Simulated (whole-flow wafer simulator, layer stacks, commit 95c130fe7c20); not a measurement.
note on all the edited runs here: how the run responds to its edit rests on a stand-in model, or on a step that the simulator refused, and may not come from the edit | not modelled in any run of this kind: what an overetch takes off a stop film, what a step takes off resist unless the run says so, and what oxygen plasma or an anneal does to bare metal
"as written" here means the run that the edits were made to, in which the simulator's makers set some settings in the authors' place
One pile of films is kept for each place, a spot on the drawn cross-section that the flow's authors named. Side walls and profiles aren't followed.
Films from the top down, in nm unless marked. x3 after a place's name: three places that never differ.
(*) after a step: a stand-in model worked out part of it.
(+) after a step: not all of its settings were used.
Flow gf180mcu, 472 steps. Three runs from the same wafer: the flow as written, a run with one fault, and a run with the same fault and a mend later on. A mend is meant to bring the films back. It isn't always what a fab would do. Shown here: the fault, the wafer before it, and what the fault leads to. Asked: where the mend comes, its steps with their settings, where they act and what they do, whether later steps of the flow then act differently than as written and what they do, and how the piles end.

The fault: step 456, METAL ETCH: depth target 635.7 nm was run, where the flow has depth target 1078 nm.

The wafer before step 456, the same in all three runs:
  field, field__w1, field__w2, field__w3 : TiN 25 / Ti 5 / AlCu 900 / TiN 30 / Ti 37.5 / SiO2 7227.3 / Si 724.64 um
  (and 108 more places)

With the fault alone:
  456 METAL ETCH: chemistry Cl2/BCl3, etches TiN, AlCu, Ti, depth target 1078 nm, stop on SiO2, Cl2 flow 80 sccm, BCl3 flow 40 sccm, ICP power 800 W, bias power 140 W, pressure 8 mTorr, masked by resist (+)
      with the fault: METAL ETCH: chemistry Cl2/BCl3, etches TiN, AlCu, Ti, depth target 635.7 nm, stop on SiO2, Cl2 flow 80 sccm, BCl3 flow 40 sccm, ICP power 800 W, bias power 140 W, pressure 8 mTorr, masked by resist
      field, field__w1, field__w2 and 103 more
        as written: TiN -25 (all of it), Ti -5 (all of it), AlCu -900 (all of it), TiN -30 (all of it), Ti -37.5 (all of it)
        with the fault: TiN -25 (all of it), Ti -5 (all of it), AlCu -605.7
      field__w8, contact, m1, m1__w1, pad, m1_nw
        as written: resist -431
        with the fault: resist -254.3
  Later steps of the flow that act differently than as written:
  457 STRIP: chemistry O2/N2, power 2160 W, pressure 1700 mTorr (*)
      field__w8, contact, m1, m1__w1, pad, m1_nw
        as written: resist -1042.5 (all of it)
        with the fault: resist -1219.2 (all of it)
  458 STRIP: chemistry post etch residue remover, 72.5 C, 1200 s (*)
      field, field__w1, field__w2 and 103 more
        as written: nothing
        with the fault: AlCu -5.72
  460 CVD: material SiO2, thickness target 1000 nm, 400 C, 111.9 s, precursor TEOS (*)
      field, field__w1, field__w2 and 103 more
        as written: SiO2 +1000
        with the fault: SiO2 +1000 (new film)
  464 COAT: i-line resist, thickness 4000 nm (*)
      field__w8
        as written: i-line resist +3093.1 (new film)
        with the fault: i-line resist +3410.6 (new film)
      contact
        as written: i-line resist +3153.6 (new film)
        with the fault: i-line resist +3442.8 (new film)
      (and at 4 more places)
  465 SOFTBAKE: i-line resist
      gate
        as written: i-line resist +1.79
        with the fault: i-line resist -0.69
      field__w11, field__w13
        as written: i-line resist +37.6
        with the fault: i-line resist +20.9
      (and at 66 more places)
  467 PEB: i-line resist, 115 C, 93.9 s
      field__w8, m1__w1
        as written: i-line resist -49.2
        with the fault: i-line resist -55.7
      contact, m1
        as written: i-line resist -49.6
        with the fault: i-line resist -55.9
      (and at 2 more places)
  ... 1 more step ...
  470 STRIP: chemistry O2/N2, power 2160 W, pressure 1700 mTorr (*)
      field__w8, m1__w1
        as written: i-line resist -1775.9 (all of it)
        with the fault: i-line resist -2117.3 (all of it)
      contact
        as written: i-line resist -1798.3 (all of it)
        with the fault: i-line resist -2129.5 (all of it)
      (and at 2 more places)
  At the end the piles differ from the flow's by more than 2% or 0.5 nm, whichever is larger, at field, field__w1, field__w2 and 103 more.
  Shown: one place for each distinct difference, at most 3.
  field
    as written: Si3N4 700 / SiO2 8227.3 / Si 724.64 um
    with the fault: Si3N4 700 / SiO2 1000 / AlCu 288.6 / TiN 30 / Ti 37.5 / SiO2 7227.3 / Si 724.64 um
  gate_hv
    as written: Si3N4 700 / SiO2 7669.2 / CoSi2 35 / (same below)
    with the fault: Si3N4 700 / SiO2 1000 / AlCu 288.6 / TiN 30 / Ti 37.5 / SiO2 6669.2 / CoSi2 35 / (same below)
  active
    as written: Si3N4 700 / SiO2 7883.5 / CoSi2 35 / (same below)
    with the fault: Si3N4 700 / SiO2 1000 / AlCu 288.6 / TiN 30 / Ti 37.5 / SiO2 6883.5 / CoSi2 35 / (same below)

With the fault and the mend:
  The mend comes after step 458.
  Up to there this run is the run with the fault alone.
  458a DEHYDRATE: 200 C, 60 s (the flow's step 449 once more)
      changes no film at any place that is followed
  458b HMDS: 120 C, 60 s (the flow's step 450 once more)
      changes no film at any place that is followed
  458c COAT: resist, thickness 1500 nm (*) (the flow's step 451 once more)
      iso_ptap_pw, iso_ntap_nw, iso_nw_fld and 33 more
        resist +1500 (new film)
      field_sub, field_sub__w1, field_sub__w2 and 13 more
        resist +1508.3 (new film)
      p_well, sti, spacer, sd_n, mim_1p0, dice_street
        resist +1503.1 (new film)
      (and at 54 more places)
  458d SOFTBAKE: resist (the flow's step 452 once more)
      gate_p_hv, nw_enc_fld, nw_enc_fld__w1
        resist -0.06
      ld_gate_p, nw_enc_fld_lv__w4
        resist -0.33
      ld_fp_p, npoly_u
        resist -0.21
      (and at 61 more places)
  458e EXPOSE: photomask MetalTop (the flow's step 453 once more)
      changes no film at any place that is followed
  458f PEB: resist, 70.3 s (the flow's step 454 once more)
      field__w2, field__w3, field__w5 and 43 more
        resist -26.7
      iso_ptap_pw, iso_ntap_nw, iso_nw_fld and 33 more
        resist -26.5
      p_well, sti, spacer, sd_n, mim_1p0, dice_street
        resist -26.6
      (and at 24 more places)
  458g DEVELOP: thickness 1500 nm, 60 s (the flow's step 455 once more)
      iso_ptap_pw, iso_ntap_nw, iso_nw_fld and 33 more
        resist -1473.5 (all of it)
      field__w5, field__w9, active_hv and 6 more
        resist -1482 (all of it)
      p_well, sti, spacer, sd_n, mim_1p0, dice_street
        resist -1476.5 (all of it)
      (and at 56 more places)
  458h METAL ETCH: chemistry Cl2/BCl3, etches TiN, AlCu, Ti, depth target 441.8 nm, stop on SiO2, Cl2 flow 80 sccm, BCl3 flow 40 sccm, ICP power 800 W, bias power 140 W, pressure 8 mTorr, masked by resist (+) (the flow's step 456 once more, with other settings)
      field, field__w1, field__w2 and 103 more
        AlCu -288.6 (all of it), TiN -30 (all of it), Ti -37.5 (all of it)
      field__w8, contact, m1, m1__w1, pad, m1_nw
        resist -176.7
  458i STRIP: chemistry O2/N2, power 2160 W, pressure 1700 mTorr (*) (the flow's step 457 once more)
      field__w8
        resist -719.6 (all of it)
      contact
        resist -718 (all of it)
      m1
        resist -718.2 (all of it)
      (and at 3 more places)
  458j STRIP: chemistry post etch residue remover, 72.5 C, 1200 s (*) (the flow's step 458 once more)
      field__w8, contact, m1, m1__w1, pad, m1_nw
        TiN -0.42
  No later step of the flow acts differently than as written, at any place that is followed, by more than 2% or 0.5 nm, whichever is larger.
  At the end the piles differ from the flow's only slightly at the places that both follow, by at most 2% or 0.5 nm, whichever is larger.
